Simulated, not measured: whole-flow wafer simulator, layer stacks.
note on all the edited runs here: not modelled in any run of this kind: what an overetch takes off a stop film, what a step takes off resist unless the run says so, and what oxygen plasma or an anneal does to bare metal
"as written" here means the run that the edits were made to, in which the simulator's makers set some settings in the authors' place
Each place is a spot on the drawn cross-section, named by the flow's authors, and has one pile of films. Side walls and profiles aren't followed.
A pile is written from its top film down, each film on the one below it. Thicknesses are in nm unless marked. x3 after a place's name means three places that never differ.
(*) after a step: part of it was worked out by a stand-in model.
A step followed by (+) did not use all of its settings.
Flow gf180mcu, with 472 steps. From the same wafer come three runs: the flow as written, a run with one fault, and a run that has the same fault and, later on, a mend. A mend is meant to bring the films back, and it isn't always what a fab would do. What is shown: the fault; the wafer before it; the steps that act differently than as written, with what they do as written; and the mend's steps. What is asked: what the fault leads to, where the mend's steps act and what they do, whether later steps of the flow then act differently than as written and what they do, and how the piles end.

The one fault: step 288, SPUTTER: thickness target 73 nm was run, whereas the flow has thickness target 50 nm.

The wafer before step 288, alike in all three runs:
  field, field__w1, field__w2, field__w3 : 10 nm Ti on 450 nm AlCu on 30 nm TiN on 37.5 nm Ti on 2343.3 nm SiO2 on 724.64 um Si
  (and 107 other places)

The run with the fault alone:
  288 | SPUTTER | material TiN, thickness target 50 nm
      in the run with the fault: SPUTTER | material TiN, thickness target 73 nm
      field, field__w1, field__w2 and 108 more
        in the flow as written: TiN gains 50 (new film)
        in the run with the fault: TiN gains 73 (new film)
  Steps further on in the flow that do not act as written (not shown: 3 more steps that differ only slightly, by at most 2% or 0.5 nm, whichever is larger):
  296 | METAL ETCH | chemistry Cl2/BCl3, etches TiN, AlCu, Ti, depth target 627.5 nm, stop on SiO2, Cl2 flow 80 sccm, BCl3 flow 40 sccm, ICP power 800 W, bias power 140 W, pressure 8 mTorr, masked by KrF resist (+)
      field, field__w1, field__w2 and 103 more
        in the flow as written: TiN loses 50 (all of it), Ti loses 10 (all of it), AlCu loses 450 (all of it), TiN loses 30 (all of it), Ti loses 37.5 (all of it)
        in the run with the fault: TiN loses 73 (all of it), Ti loses 10 (all of it), AlCu loses 450 (all of it), TiN loses 30 (all of it), Ti loses 37.5 (all of it)
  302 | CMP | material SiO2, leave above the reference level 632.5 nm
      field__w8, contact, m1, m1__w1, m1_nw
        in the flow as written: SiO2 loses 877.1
        in the run with the fault: SiO2 loses 900.1
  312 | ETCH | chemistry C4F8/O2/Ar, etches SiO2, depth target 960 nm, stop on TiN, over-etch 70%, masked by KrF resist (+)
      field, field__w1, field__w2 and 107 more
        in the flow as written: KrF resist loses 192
        in the run with the fault: KrF resist loses 186.8
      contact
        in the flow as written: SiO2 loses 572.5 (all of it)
        in the run with the fault: SiO2 loses 549.5 (all of it)
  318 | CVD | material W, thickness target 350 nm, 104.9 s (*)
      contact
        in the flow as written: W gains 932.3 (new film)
        in the run with the fault: W gains 909.1 (new film)
  By the end, the piles at field__w8, contact, m1, m1__w1, m1_nw depart from the flow's by more than 2% or 0.5 nm, whichever is larger.
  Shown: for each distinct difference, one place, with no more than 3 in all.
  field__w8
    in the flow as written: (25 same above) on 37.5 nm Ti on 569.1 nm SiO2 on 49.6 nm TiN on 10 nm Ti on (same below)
    in the run with the fault: (25 same above) on 37.5 nm Ti on 546.1 nm SiO2 on 72.6 nm TiN on 10 nm Ti on (same below)
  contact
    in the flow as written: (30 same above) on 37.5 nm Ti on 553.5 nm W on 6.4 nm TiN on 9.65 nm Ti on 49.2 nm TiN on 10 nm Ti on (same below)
    in the run with the fault: (30 same above) on 37.5 nm Ti on 530.3 nm W on 6.49 nm TiN on 9.78 nm Ti on 72.2 nm TiN on 10 nm Ti on (same below)

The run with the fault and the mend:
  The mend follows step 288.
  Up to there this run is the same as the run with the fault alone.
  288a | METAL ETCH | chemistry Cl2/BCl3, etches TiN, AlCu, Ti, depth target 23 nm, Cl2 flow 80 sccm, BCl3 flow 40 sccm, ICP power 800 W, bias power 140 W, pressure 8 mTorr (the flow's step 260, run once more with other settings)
      field, field__w1, field__w2 and 108 more
        TiN loses 23
  Every later step of the flow that is run acts as written at every place that is followed.
  At every place that both follow, the piles at the end match the flow's.
